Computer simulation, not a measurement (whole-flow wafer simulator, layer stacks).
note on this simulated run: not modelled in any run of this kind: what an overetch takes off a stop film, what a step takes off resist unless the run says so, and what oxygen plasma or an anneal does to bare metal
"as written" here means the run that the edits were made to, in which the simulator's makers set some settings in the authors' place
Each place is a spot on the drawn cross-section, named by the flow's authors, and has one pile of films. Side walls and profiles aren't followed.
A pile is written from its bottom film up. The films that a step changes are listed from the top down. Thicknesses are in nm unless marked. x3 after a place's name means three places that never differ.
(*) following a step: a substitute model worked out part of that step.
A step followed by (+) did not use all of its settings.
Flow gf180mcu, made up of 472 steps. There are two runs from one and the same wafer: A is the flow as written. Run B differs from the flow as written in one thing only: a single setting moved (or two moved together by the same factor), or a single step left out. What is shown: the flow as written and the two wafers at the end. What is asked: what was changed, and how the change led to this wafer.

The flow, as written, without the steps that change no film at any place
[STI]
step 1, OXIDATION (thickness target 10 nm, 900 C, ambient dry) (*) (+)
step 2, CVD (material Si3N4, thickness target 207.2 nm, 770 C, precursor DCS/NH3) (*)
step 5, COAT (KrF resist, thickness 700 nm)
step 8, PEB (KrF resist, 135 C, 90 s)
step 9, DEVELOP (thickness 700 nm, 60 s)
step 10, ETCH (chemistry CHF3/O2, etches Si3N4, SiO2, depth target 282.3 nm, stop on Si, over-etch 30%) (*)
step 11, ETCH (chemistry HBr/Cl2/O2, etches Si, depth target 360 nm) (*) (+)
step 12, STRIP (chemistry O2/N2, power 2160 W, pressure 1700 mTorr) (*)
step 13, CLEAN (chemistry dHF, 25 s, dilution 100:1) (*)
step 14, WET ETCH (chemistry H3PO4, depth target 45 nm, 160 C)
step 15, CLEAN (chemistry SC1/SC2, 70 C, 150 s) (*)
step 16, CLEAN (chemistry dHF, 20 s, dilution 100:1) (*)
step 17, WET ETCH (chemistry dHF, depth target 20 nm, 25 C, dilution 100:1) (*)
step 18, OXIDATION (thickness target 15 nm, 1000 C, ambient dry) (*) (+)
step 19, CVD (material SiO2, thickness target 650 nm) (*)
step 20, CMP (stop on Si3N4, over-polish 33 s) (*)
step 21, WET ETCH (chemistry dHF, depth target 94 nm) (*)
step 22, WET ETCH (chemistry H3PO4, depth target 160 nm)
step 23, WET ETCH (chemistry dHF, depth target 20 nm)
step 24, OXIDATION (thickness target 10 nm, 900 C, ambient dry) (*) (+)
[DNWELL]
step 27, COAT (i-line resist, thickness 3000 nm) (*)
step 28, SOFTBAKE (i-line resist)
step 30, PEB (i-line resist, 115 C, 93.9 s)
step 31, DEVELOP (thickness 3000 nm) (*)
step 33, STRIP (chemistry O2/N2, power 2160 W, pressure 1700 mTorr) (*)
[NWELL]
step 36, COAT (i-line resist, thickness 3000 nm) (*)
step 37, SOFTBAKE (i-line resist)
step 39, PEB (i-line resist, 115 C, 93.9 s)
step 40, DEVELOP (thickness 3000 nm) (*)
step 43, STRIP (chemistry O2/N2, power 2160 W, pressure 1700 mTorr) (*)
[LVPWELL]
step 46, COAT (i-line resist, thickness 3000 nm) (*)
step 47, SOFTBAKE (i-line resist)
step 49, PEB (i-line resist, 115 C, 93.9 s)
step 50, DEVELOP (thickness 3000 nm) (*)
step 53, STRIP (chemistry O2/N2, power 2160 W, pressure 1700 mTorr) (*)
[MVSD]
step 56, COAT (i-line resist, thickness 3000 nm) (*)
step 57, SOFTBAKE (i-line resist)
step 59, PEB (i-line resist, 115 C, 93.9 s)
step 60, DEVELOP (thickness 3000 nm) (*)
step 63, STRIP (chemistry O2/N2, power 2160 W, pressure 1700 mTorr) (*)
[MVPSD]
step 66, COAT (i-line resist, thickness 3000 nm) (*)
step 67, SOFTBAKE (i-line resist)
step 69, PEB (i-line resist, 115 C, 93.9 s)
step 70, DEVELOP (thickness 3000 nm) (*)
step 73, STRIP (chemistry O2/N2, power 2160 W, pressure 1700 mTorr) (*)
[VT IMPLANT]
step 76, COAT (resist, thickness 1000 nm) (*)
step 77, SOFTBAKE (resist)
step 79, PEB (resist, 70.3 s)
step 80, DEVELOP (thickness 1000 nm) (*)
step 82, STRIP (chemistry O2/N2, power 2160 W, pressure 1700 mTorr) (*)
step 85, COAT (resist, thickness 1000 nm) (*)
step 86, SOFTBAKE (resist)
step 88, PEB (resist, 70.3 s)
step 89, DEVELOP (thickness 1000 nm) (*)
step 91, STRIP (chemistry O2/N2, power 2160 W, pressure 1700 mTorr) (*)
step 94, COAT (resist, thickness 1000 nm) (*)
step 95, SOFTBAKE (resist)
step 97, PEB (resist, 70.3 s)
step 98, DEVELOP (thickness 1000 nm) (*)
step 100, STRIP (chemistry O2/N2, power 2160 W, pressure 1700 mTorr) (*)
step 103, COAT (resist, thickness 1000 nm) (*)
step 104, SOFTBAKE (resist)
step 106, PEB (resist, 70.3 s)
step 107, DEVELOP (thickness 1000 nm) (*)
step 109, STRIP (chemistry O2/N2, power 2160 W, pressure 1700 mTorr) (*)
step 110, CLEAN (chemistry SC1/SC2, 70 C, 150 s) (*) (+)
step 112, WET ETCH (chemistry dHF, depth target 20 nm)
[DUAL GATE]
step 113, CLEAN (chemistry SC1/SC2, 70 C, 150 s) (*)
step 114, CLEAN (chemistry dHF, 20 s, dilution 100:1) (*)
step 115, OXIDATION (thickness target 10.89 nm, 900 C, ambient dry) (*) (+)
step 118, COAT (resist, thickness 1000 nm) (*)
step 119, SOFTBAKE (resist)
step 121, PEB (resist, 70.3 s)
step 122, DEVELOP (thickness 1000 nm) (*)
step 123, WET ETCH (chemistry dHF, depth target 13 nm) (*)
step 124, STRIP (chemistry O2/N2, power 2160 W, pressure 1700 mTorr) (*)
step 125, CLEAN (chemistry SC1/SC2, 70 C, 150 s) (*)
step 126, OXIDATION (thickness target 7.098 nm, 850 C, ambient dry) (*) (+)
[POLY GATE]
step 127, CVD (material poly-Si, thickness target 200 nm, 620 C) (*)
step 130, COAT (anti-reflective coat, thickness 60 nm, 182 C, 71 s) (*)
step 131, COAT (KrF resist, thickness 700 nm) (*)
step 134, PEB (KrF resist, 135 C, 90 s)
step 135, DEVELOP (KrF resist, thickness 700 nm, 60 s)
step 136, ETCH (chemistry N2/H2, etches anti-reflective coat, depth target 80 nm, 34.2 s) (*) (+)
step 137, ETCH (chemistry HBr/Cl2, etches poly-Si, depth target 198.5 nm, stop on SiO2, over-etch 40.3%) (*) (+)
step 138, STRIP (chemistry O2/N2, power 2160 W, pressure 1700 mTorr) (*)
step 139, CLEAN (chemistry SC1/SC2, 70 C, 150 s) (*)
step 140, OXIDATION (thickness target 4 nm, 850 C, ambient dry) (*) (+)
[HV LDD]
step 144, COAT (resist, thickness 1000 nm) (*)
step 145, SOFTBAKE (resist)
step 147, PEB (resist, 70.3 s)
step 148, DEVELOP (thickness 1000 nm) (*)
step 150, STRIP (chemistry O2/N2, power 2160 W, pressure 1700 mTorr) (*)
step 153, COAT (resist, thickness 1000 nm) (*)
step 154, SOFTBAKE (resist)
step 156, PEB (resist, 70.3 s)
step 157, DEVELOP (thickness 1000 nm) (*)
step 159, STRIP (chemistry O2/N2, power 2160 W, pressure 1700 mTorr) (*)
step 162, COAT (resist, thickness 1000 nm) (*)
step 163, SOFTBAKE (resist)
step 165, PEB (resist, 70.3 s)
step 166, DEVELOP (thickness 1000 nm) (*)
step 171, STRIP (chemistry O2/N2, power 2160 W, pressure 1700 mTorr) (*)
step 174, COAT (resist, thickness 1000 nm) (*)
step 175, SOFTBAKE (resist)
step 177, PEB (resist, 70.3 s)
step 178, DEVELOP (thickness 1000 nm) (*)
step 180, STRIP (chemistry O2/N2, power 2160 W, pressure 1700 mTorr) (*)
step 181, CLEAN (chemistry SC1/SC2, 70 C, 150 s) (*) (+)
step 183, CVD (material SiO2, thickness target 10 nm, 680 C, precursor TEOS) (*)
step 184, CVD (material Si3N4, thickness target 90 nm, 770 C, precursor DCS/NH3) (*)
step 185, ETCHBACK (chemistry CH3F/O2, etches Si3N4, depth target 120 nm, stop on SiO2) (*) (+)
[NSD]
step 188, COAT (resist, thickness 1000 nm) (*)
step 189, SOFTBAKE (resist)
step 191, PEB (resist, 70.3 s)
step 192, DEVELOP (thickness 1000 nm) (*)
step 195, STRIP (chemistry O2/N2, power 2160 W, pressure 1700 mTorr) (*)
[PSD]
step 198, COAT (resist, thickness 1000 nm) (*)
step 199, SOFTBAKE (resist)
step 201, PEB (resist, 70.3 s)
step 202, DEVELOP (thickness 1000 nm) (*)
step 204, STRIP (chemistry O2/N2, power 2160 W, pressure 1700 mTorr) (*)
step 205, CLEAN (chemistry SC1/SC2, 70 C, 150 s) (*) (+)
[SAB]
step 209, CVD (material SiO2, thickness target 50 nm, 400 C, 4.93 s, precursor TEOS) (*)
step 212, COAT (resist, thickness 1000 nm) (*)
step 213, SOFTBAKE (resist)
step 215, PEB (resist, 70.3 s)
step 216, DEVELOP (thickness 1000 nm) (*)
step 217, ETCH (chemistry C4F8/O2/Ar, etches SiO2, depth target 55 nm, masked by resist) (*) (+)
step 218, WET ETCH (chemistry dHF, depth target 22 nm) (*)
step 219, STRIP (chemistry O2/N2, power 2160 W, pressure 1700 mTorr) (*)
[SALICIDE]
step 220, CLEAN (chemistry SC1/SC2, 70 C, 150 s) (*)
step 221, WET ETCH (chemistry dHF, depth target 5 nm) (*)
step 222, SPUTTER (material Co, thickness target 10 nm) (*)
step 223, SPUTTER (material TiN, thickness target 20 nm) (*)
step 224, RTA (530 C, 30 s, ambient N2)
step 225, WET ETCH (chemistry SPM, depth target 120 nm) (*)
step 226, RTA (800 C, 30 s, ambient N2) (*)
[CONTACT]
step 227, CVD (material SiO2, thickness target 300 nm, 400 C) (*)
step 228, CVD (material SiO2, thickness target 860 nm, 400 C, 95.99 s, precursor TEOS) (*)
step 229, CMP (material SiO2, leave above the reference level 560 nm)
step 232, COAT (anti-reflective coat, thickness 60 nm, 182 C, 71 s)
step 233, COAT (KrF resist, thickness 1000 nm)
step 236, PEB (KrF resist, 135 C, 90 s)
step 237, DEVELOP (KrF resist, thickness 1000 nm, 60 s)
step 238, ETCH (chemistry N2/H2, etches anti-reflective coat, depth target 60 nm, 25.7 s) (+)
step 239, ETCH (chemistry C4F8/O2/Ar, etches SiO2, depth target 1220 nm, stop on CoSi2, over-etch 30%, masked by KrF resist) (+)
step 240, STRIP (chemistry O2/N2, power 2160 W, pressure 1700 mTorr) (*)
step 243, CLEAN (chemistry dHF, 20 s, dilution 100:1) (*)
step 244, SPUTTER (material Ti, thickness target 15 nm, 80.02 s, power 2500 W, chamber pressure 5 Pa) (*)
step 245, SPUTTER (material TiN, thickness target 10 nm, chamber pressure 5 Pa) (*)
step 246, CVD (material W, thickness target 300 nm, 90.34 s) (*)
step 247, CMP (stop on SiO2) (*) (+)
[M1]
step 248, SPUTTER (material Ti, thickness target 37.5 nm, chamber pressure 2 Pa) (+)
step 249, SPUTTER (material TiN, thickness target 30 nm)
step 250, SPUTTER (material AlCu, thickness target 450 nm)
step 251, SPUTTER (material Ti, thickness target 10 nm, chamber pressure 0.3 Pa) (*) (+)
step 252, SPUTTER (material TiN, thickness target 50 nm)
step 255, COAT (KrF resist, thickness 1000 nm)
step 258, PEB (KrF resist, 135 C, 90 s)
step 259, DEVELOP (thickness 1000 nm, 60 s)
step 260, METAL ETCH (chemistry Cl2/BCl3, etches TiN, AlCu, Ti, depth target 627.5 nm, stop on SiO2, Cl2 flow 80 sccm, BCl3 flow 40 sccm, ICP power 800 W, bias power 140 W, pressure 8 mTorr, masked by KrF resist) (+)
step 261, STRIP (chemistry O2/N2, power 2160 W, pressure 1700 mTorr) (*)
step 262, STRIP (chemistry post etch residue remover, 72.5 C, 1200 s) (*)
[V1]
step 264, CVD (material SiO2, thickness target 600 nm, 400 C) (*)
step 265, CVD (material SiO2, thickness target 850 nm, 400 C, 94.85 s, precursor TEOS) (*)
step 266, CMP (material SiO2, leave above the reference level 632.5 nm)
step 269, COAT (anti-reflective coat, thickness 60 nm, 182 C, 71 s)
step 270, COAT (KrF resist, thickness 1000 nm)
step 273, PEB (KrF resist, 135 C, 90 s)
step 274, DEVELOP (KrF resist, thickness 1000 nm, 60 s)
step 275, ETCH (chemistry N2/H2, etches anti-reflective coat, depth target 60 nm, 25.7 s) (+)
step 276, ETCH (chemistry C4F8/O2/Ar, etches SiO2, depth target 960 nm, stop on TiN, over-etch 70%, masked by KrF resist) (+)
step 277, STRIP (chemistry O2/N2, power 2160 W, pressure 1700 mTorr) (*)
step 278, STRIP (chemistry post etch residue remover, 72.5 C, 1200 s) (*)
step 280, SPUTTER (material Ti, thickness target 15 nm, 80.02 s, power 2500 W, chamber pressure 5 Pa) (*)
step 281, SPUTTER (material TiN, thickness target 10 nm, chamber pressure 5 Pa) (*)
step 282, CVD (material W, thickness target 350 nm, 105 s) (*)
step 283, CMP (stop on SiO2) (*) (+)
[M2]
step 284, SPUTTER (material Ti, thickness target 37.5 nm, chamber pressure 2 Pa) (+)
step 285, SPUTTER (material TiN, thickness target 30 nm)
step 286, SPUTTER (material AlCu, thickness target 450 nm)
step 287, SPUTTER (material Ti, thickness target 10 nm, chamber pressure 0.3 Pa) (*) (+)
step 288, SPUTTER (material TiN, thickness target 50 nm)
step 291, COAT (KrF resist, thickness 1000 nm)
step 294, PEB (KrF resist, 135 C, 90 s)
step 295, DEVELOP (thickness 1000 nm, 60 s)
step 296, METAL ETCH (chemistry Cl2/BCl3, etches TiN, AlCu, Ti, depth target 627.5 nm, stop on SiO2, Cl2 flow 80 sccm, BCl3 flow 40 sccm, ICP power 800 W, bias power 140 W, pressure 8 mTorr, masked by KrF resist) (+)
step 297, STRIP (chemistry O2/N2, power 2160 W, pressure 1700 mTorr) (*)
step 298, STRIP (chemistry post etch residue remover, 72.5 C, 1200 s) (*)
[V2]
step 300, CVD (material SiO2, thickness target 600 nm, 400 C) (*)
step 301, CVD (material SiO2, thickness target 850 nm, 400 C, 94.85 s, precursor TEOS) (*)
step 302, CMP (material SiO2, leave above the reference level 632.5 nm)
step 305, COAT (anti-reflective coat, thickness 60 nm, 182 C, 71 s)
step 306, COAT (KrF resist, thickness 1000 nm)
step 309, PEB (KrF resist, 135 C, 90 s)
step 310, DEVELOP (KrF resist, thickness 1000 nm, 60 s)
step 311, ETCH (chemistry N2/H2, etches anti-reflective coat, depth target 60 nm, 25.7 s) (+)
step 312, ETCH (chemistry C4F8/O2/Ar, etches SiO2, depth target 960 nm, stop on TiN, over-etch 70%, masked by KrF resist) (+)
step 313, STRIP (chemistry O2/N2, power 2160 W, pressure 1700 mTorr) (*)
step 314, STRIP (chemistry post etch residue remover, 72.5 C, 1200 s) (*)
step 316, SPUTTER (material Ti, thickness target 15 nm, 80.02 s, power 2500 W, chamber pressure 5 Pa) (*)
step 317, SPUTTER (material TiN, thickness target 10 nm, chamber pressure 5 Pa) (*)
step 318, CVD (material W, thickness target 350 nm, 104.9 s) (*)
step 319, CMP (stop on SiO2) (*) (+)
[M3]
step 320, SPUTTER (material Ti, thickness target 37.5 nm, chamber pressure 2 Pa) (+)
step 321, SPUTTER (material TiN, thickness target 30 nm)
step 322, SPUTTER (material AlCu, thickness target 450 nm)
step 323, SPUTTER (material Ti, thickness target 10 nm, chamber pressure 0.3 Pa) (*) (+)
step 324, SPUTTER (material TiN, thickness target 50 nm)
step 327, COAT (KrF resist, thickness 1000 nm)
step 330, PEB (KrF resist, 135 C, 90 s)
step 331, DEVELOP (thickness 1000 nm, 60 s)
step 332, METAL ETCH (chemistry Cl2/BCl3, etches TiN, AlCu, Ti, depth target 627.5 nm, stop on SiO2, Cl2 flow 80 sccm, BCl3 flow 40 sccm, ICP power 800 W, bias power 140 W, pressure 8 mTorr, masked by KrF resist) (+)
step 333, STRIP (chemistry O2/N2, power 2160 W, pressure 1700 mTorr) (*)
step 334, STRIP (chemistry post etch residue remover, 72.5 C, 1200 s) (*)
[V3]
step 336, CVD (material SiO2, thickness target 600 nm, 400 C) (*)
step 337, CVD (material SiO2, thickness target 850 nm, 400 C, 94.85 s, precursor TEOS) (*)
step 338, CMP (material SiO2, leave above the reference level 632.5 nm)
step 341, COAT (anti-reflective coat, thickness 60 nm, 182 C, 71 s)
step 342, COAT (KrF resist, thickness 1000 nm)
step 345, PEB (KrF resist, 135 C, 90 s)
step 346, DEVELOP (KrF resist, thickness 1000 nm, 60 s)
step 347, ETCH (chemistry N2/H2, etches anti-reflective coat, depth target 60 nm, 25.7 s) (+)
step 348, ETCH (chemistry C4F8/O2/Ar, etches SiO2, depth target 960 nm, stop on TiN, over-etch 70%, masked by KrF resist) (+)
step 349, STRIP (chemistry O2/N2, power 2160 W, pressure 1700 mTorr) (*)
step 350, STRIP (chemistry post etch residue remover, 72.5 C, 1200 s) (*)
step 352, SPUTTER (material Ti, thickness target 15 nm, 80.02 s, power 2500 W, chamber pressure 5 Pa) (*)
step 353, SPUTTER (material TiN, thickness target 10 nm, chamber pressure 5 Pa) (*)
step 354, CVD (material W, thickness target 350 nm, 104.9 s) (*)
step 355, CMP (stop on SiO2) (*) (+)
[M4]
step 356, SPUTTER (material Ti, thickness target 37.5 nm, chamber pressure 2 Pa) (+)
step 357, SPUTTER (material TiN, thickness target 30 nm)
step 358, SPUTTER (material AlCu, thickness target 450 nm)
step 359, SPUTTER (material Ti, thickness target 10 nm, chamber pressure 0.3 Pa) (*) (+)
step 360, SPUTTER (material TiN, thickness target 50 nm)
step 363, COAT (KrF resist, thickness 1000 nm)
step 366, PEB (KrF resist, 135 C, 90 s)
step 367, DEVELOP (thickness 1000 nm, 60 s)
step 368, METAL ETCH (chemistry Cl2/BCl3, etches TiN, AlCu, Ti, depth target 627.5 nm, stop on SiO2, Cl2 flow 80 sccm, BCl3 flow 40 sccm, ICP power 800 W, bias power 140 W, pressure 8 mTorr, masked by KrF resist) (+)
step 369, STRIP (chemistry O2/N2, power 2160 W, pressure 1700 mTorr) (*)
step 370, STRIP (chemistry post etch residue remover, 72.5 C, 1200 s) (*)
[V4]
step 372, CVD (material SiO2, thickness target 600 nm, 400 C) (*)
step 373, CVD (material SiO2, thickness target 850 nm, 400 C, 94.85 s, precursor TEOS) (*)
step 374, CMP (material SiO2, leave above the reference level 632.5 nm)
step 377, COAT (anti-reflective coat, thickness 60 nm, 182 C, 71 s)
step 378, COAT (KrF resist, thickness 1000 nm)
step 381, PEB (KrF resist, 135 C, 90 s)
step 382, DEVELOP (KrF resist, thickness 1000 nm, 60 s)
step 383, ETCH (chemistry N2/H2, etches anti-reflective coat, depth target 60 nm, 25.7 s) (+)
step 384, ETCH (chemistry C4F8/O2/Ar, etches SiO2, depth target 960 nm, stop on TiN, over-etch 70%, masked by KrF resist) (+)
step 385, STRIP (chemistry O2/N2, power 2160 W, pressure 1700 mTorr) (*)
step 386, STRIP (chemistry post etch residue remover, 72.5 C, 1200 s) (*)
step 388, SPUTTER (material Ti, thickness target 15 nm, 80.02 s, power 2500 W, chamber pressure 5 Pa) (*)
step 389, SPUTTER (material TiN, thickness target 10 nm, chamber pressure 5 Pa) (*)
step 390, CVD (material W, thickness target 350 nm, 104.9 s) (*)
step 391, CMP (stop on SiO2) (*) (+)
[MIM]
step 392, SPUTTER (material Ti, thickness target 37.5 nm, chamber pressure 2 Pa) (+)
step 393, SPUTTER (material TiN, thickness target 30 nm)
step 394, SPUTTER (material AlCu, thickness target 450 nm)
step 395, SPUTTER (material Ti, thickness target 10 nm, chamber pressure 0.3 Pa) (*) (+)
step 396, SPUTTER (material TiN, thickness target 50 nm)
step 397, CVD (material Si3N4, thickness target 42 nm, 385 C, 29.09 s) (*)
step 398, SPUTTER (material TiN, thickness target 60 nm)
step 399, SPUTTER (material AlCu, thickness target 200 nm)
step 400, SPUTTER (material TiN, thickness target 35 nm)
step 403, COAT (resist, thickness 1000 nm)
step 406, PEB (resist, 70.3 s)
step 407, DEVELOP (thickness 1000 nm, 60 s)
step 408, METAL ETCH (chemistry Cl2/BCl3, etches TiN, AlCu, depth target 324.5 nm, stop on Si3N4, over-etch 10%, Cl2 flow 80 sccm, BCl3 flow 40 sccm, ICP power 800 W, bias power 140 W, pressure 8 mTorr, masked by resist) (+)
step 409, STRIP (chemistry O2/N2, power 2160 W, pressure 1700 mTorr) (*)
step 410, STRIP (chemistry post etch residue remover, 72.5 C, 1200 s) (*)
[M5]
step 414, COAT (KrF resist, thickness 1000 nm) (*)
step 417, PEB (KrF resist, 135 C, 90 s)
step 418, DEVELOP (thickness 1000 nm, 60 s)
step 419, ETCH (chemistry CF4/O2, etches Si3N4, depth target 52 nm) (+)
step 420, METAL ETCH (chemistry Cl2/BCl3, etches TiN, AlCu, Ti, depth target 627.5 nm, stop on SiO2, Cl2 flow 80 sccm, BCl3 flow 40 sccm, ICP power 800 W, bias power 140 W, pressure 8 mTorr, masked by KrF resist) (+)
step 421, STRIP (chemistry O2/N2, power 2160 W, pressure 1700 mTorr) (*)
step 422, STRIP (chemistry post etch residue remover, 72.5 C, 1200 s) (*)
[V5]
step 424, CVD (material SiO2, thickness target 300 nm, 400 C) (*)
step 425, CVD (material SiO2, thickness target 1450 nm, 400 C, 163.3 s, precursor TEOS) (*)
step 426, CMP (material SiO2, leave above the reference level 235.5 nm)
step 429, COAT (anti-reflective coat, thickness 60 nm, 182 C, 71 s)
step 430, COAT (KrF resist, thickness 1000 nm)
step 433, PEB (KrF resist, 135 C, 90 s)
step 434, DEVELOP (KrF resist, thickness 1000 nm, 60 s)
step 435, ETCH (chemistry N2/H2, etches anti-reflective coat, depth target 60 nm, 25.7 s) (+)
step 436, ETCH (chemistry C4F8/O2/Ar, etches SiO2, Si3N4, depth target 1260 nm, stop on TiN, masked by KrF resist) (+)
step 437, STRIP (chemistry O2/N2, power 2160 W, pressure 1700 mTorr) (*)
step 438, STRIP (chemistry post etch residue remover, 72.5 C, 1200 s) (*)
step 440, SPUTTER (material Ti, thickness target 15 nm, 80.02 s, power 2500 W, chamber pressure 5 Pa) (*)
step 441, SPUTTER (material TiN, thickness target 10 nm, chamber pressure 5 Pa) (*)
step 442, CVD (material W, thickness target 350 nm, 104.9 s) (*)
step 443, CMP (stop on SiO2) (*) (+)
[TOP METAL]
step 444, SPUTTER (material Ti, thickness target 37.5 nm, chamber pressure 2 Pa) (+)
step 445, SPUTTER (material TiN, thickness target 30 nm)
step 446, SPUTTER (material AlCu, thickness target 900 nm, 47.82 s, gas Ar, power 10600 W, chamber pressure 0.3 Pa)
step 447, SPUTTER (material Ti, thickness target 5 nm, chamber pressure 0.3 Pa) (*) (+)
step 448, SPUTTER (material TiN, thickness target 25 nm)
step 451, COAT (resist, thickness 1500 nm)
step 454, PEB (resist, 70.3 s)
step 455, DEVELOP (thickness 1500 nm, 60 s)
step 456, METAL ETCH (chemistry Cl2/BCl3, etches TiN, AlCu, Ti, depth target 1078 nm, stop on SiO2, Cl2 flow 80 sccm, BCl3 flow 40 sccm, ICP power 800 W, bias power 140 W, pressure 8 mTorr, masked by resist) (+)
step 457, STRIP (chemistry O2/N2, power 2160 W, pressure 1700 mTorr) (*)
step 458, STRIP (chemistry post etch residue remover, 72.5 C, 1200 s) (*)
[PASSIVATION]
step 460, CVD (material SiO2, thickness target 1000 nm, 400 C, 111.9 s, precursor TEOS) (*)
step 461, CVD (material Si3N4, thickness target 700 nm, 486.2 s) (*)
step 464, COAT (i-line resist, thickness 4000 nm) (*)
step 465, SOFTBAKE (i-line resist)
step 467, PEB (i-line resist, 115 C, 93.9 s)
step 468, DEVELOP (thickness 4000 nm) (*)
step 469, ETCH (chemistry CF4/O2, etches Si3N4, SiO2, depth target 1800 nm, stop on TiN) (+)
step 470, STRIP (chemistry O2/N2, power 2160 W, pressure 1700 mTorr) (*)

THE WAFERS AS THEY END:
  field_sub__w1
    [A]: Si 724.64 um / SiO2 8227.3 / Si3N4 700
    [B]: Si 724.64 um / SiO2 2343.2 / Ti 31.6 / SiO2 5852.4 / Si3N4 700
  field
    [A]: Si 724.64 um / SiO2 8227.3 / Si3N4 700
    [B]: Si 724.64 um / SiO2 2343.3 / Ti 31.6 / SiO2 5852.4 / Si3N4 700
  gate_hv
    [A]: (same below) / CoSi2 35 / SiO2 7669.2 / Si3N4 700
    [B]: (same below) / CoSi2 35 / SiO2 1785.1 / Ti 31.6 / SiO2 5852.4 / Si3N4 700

What caused this: step 296, METAL ETCH: depth target 545.9 nm was run, though the flow has depth target 627.5 nm.

The path from the change to this, step by step:
  step 296, METAL ETCH (chemistry Cl2/BCl3, etches TiN, AlCu, Ti, depth target 627.5 nm, stop on SiO2, Cl2 flow 80 sccm, BCl3 flow 40 sccm, ICP power 800 W, bias power 140 W, pressure 8 mTorr, masked by KrF resist) (+)
      field, field__w1, field__w2 and 103 more: A TiN loses 50 (all of it), Ti loses 10 (all of it), AlCu loses 450 (all of it), TiN loses 30 (all of it), Ti loses 37.5 (all of it) | B TiN loses 50 (all of it), Ti loses 10 (all of it), AlCu loses 450 (all of it), TiN loses 30 (all of it), Ti loses 5.9
      field__w8, contact, m1, m1__w1, m1_nw: A KrF resist loses 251 | B KrF resist loses 218.4
  step 297, STRIP (chemistry O2/N2, power 2160 W, pressure 1700 mTorr) (*)
      field__w8, contact, m1, m1__w1, m1_nw: A KrF resist loses 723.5 (all of it) | B KrF resist loses 756.2 (all of it)
  step 300, CVD (material SiO2, thickness target 600 nm, 400 C) (*)
      field, field__w1, field__w2 and 103 more: A SiO2 gains 600 | B SiO2 gains 600 (new film)
  step 302, CMP (material SiO2, leave above the reference level 632.5 nm)
      field, field__w1, field__w2 and 103 more: A SiO2 loses 300 | B SiO2 loses 331.6
Taking metal films that touch as one body, field_sub__w1 has 1 body; the flow as written gives 0 bodies.
Taking metal films that touch as one body, field has 1 body; the flow as written gives 0 bodies.
Taking metal films that touch as one body, gate_hv has 2 bodies (between them, from the top down: SiO2 1785.1); the flow as written gives 1 body.
